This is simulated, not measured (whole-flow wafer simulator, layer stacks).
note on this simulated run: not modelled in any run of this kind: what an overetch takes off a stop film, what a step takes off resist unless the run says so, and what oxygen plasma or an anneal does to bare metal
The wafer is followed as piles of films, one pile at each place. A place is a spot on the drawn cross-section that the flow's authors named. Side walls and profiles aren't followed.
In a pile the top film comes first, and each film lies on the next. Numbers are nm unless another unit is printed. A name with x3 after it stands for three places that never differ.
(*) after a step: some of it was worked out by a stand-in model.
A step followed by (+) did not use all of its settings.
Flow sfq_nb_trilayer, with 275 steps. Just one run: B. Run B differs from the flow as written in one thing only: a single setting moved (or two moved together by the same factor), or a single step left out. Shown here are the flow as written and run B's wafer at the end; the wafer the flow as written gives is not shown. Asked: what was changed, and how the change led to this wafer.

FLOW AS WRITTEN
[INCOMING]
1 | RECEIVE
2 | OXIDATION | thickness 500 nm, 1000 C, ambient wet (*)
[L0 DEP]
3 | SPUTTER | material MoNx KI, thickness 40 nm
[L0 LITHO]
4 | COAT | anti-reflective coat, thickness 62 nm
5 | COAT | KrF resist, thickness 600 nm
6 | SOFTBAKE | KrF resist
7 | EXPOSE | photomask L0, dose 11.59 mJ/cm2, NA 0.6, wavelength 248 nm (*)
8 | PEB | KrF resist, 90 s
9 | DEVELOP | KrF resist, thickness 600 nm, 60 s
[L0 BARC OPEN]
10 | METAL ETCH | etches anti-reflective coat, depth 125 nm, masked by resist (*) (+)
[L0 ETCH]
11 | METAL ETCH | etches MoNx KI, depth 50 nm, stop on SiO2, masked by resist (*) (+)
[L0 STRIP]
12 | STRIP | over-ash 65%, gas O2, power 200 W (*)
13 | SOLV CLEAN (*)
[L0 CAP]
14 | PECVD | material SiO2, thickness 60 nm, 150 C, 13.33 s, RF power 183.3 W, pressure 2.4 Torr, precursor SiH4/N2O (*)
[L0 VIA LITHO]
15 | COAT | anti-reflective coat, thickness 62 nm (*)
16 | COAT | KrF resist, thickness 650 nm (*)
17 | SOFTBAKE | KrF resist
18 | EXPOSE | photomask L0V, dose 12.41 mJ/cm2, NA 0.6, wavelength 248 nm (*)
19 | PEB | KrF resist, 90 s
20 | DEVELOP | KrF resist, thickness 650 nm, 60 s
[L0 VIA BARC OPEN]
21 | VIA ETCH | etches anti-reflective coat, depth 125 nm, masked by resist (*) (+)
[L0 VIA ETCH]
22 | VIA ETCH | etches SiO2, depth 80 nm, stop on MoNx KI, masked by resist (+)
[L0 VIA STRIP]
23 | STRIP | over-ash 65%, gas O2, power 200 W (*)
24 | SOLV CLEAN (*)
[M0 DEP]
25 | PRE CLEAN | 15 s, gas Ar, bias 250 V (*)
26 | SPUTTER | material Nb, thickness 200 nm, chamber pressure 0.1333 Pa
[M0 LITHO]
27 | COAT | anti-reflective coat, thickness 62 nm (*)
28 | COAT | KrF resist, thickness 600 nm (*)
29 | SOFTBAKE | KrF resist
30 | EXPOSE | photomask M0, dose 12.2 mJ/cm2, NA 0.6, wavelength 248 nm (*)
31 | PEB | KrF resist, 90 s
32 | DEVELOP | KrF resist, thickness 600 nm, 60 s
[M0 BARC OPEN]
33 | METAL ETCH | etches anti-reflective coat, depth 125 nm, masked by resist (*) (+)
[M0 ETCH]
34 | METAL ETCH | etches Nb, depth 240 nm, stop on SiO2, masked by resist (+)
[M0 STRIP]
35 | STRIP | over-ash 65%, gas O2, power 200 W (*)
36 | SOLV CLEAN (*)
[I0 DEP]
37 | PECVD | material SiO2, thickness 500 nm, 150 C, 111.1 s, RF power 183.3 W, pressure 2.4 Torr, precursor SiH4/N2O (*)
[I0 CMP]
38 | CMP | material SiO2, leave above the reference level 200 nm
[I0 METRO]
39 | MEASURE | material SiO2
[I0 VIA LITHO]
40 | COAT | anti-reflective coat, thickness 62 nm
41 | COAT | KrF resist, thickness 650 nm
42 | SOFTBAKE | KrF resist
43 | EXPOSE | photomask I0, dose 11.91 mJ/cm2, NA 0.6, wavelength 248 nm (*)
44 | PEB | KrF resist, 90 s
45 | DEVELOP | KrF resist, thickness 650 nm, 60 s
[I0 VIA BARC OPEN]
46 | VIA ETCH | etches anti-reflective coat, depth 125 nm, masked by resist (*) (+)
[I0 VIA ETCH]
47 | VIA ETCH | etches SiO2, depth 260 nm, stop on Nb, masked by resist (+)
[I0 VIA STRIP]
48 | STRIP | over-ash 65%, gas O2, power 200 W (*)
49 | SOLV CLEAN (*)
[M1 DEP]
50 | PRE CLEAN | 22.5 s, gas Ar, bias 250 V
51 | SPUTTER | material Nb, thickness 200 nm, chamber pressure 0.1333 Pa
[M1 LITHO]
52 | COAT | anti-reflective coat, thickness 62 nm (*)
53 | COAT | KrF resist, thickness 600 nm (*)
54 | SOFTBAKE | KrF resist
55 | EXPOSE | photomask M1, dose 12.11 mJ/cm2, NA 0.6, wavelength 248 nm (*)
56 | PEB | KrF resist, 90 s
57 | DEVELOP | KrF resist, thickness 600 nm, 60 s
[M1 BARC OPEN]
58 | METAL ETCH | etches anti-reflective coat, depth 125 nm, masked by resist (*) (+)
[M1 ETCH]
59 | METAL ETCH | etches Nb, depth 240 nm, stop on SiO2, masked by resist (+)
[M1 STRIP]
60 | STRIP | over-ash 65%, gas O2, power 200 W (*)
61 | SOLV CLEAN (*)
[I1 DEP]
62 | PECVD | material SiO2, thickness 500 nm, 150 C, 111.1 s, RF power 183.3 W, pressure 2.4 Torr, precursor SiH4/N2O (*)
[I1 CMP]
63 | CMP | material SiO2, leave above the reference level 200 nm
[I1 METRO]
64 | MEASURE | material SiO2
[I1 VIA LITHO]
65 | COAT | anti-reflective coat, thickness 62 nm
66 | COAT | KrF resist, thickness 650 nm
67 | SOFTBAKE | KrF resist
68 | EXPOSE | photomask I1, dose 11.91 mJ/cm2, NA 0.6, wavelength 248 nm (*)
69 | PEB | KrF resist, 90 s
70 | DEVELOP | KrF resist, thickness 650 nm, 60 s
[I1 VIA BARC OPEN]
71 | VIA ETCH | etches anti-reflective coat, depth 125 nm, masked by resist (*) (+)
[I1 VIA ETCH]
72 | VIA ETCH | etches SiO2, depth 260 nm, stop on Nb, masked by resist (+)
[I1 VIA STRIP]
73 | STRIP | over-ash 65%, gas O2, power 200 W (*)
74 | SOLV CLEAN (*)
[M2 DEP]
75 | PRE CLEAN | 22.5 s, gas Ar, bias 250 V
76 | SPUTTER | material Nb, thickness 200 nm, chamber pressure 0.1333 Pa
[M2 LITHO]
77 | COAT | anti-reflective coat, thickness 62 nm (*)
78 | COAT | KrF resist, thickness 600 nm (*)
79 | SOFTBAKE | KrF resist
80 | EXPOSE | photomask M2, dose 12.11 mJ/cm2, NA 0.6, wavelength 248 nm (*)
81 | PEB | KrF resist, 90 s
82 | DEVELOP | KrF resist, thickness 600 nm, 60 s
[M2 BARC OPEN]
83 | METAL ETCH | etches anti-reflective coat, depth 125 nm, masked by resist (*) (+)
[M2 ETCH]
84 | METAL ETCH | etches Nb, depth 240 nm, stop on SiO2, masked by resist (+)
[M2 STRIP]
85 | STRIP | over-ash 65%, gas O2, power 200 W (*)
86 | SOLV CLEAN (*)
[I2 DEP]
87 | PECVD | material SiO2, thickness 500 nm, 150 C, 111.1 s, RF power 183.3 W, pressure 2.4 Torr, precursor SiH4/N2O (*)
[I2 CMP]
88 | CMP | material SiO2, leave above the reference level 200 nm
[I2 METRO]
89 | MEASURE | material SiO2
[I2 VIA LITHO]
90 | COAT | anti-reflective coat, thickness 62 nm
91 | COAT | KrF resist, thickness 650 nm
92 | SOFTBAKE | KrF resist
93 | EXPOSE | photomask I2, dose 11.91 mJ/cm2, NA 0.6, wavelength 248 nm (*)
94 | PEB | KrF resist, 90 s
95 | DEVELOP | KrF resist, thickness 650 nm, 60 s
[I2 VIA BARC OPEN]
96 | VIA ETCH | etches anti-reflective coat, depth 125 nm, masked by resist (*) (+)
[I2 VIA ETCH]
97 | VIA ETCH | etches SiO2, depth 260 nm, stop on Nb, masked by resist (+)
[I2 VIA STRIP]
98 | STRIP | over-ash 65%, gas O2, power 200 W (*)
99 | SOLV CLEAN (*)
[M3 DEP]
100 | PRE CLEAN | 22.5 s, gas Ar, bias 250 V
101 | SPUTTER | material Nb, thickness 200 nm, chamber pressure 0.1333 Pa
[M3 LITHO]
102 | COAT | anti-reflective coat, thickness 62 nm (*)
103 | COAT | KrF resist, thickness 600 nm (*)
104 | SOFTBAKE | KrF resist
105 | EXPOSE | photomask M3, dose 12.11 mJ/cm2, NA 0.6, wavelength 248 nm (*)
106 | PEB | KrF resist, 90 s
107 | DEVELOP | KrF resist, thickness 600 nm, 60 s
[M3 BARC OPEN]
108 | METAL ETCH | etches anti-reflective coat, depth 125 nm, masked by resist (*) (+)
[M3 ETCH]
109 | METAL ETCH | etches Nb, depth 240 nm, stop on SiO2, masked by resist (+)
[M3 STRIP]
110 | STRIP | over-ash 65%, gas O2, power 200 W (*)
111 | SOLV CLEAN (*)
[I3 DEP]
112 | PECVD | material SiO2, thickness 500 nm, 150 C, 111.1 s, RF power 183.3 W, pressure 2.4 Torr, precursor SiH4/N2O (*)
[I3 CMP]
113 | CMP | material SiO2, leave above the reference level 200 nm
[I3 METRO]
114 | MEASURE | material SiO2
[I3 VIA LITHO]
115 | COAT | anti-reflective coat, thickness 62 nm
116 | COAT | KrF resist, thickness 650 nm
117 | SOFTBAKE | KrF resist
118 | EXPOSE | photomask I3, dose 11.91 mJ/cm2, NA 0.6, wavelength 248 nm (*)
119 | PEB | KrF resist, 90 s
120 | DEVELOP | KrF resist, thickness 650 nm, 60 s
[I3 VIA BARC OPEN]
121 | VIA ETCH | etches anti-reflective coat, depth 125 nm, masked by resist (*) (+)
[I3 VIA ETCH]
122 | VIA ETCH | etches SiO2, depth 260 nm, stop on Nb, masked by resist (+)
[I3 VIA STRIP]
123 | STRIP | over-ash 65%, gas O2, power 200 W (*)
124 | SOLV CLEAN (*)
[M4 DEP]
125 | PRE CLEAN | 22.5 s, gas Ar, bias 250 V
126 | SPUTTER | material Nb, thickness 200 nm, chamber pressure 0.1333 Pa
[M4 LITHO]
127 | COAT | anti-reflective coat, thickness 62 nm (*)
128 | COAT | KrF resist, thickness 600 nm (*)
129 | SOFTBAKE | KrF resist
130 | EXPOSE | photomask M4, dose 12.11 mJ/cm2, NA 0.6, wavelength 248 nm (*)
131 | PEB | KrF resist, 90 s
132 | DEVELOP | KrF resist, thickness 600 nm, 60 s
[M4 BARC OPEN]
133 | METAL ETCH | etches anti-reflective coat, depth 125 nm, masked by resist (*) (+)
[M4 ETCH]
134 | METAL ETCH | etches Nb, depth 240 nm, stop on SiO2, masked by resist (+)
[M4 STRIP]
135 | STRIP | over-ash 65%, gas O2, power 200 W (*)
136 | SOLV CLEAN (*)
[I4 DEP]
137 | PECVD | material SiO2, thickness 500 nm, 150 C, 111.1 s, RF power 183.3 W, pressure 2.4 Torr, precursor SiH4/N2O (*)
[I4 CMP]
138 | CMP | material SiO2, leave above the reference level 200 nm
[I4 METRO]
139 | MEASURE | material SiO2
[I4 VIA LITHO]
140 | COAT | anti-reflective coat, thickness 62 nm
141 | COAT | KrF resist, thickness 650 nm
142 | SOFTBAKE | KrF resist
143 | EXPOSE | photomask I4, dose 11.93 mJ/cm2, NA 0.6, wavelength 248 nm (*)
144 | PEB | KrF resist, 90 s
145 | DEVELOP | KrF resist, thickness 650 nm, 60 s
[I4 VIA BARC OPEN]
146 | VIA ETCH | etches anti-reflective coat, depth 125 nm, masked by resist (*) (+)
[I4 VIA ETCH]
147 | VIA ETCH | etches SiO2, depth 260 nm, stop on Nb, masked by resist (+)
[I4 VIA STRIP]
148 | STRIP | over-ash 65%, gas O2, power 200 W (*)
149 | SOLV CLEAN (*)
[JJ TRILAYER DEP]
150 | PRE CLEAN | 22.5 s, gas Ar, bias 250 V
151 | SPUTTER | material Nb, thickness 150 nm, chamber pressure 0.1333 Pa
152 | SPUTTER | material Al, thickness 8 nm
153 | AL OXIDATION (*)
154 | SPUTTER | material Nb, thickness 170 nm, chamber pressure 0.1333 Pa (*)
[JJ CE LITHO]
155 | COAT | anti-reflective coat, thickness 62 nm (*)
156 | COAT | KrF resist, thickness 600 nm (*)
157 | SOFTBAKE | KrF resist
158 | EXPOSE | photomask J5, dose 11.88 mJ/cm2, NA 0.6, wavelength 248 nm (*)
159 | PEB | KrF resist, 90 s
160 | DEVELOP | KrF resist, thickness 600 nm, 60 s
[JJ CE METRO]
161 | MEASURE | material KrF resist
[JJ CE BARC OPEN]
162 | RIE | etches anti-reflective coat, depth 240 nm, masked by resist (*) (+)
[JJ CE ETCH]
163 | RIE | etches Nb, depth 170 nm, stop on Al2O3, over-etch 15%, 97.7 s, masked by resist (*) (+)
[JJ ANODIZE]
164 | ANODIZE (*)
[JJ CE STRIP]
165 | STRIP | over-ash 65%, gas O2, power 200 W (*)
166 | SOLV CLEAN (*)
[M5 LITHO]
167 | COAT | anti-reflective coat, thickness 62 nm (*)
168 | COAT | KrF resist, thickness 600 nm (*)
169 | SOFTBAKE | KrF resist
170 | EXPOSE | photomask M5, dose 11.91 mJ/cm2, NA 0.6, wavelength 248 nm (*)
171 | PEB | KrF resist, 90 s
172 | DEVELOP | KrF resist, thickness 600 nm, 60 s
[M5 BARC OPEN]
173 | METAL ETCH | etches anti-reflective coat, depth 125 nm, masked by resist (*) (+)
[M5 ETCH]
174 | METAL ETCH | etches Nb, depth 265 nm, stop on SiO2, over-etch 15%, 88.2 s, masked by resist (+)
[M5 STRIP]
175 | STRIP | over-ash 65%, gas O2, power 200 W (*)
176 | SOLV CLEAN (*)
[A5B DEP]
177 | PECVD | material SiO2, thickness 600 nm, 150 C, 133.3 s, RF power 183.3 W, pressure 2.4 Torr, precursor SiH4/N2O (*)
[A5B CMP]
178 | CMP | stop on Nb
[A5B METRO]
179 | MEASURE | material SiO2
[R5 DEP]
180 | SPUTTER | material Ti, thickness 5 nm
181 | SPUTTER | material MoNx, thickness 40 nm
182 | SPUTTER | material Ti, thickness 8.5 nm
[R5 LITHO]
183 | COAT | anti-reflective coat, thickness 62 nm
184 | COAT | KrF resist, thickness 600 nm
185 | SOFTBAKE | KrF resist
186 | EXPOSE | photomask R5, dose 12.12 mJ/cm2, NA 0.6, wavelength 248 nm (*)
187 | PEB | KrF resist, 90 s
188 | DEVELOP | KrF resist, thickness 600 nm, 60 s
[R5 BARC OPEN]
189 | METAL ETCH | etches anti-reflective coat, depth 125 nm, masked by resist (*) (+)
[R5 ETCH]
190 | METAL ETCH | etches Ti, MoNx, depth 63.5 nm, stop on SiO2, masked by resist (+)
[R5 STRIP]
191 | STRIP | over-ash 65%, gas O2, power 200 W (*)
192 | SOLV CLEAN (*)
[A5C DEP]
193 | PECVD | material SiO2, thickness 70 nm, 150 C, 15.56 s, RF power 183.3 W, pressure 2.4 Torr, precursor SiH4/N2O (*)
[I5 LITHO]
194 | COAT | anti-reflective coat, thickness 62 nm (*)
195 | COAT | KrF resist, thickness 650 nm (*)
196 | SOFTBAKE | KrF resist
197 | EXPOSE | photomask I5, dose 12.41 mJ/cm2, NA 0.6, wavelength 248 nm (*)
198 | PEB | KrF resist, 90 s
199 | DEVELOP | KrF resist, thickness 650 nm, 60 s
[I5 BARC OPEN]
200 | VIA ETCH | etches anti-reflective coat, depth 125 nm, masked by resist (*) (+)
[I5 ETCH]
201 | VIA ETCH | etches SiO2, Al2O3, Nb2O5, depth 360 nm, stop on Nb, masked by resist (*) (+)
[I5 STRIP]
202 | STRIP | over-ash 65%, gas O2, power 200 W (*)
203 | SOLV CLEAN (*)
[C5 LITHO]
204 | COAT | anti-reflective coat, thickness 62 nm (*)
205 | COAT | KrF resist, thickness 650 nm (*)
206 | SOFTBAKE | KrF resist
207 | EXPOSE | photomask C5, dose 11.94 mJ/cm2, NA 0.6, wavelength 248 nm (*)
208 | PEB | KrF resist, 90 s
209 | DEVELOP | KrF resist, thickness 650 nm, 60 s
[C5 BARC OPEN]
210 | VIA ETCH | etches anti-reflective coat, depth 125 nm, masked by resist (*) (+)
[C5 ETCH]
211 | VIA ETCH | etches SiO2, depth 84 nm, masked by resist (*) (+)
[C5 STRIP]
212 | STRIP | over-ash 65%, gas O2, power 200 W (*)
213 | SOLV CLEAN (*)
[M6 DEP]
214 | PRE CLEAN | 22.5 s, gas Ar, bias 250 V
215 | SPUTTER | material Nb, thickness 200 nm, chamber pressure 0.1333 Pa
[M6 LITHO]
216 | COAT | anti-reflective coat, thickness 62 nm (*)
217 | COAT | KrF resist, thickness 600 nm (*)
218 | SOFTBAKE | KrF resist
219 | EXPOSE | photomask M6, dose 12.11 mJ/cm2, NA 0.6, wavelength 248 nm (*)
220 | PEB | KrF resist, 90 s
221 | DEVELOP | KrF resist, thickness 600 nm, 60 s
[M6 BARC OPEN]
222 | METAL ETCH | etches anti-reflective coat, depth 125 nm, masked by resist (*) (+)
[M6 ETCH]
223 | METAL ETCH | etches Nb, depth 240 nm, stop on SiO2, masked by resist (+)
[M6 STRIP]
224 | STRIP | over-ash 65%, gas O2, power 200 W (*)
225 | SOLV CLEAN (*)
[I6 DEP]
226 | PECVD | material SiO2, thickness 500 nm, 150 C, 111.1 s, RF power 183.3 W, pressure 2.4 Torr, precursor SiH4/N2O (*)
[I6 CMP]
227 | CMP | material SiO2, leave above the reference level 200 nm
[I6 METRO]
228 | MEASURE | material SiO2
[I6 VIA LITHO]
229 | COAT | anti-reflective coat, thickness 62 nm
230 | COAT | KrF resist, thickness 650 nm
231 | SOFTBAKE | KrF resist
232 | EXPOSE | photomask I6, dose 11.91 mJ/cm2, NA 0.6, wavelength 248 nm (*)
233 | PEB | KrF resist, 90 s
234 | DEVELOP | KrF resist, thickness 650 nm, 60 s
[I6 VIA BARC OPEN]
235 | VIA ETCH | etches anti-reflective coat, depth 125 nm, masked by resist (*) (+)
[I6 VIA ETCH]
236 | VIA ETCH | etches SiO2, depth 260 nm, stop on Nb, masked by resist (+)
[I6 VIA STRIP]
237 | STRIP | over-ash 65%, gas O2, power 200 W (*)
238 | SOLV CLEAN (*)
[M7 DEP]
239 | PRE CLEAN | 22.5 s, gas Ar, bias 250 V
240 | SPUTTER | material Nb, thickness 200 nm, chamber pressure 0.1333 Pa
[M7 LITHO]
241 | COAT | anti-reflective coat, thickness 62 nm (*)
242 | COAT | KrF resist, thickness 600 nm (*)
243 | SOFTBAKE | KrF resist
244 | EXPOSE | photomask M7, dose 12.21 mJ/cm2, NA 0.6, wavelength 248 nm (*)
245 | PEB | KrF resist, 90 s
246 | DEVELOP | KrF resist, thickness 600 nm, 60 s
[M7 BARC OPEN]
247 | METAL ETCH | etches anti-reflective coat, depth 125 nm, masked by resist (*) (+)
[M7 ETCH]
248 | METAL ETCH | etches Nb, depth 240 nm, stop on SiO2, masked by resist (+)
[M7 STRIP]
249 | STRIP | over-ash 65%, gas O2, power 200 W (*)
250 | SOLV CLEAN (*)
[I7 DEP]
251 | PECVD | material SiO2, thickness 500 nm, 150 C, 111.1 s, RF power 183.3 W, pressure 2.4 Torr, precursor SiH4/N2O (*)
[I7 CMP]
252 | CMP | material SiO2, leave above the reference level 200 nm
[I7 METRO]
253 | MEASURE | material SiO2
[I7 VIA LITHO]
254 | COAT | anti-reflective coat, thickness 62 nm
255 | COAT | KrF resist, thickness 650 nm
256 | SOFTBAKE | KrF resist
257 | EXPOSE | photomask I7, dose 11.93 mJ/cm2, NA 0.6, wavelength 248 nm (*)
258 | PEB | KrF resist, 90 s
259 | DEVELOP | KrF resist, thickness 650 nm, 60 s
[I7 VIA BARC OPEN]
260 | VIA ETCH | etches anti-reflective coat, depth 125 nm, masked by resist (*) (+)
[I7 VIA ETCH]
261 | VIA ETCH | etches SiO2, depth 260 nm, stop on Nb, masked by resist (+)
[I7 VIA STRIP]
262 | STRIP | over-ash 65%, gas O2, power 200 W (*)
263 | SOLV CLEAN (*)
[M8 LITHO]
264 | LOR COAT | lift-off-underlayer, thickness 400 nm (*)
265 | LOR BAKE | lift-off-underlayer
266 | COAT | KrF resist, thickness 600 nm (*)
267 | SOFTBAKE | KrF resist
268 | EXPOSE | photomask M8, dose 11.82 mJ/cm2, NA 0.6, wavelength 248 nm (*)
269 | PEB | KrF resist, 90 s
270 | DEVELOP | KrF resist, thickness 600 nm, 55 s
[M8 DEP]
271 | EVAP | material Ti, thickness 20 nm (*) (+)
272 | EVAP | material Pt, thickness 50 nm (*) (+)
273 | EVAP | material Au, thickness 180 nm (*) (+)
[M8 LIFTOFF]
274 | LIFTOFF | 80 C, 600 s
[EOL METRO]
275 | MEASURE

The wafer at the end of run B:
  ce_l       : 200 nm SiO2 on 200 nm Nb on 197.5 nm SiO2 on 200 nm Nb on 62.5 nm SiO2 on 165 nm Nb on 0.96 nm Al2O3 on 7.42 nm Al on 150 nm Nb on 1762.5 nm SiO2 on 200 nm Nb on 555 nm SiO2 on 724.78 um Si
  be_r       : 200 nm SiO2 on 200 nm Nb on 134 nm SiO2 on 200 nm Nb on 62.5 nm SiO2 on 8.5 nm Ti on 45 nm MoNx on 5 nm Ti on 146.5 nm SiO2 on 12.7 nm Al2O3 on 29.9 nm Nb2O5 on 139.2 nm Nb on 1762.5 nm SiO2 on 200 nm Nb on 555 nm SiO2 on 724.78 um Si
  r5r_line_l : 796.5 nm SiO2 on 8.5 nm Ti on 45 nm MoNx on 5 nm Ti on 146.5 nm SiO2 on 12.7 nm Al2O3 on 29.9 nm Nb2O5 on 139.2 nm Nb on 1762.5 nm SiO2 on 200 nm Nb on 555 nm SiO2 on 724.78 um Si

The reason: step 181, SPUTTER: thickness 45 nm was run, while the flow as written has thickness 40 nm.
The wafer itself shows it: be_r has MoNx 45, and step 181 as written asks for 40 nm.

How this came from the change, step by step:
  181 | SPUTTER | material MoNx, thickness 40 nm
      field_l, v_sur, via_wl and 103 more: +45 MoNx (new film) (it would be, as written: +40 MoNx (new film))
  190 | METAL ETCH | etches Ti, MoNx, depth 63.5 nm, stop on SiO2, masked by resist (+)
      field_l, v_sur, via_wl and 92 more: -8.5 Ti (all of it), -45 MoNx (all of it), -5 Ti (all of it) (it would be, as written: -8.5 Ti (all of it), -40 MoNx (all of it), -5 Ti (all of it))
      ce_l, c5j, ce_r, wl_jj: -8.5 Ti (all of it), -45 MoNx (all of it), -5 Ti (all of it), -5 Nb (it would be, as written: -8.5 Ti (all of it), -40 MoNx (all of it), -5 Ti (all of it), -10 Nb)
  194 | COAT | anti-reflective coat, thickness 62 nm (*)
      r5r_spacepad_l, r5r_spacepad_r: +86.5 anti-reflective coat (new film) (it would be, as written: +84.4 anti-reflective coat (new film))
      ce_l: +65 anti-reflective coat (new film) (it would be, as written: +67.2 anti-reflective coat (new film))
      (as well as at 4 more places)
  202 | STRIP | over-ash 65%, gas O2, power 200 W (*)
      r5r_spacepad_l, r5r_spacepad_r: -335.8 KrF resist (all of it), -86.5 anti-reflective coat (all of it) (it would be, as written: -335.6 KrF resist (all of it), -84.4 anti-reflective coat (all of it))
      ce_l: -340.1 KrF resist (all of it), -65 anti-reflective coat (all of it) (it would be, as written: -341.5 KrF resist (all of it), -67.2 anti-reflective coat (all of it))
      (as well as at 4 more places)
  204 | COAT | anti-reflective coat, thickness 62 nm (*)
      r5r_spacepad_l, r5r_spacepad_r: +86.5 anti-reflective coat (new film) (it would be, as written: +84.4 anti-reflective coat (new film))
      ce_l: +63.8 anti-reflective coat (new film) (it would be, as written: +66 anti-reflective coat (new film))
      (as well as at 4 more places)
  210 | VIA ETCH | etches anti-reflective coat, depth 125 nm, masked by resist (*) (+)
      c5j: -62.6 anti-reflective coat (all of it), -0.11 SiO2 (it would be, as written: -63.9 anti-reflective coat (all of it), -0.11 SiO2)
  212 | STRIP | over-ash 65%, gas O2, power 200 W (*)
      r5r_spacepad_l, r5r_spacepad_r: -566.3 KrF resist (all of it), -86.5 anti-reflective coat (all of it) (it would be, as written: -565.8 KrF resist (all of it), -84.4 anti-reflective coat (all of it))
      ce_l: -566.5 KrF resist (all of it), -63.8 anti-reflective coat (all of it) (it would be, as written: -567.4 KrF resist (all of it), -66 anti-reflective coat (all of it))
      (as well as at 3 more places)
  216 | COAT | anti-reflective coat, thickness 62 nm (*)
      r5r_spacepad_l, r5r_spacepad_r: +88.2 anti-reflective coat (new film) (it would be, as written: +85.7 anti-reflective coat (new film))
      jj_sur: +57.5 anti-reflective coat (new film) (it would be, as written: +56.1 anti-reflective coat (new film))
      (as well as at 4 more places)
  222 | METAL ETCH | etches anti-reflective coat, depth 125 nm, masked by resist (*) (+)
      r5r_spacepad_l, r5r_spacepad_r: -88.2 anti-reflective coat (all of it) (it would be, as written: -85.7 anti-reflective coat (all of it))
  224 | STRIP | over-ash 65%, gas O2, power 200 W (*)
      jj_sur: -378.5 KrF resist (all of it), -57.5 anti-reflective coat (all of it) (it would be, as written: -378.5 KrF resist (all of it), -56.1 anti-reflective coat (all of it))
      ce_l: -395.2 KrF resist (all of it), -46.5 anti-reflective coat (all of it) (it would be, as written: -397.1 KrF resist (all of it), -48 anti-reflective coat (all of it))
      (as well as at 3 more places)
  227 | CMP | material SiO2, leave above the reference level 200 nm
      r5r_line_l, r5r_spacepad_l, r5r_spacepad_r, r5r_line_c, r5r_line_r: -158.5 SiO2 (it would be, as written: -153.5 SiO2)
      c5j: -228 SiO2 (it would be, as written: -223 SiO2)
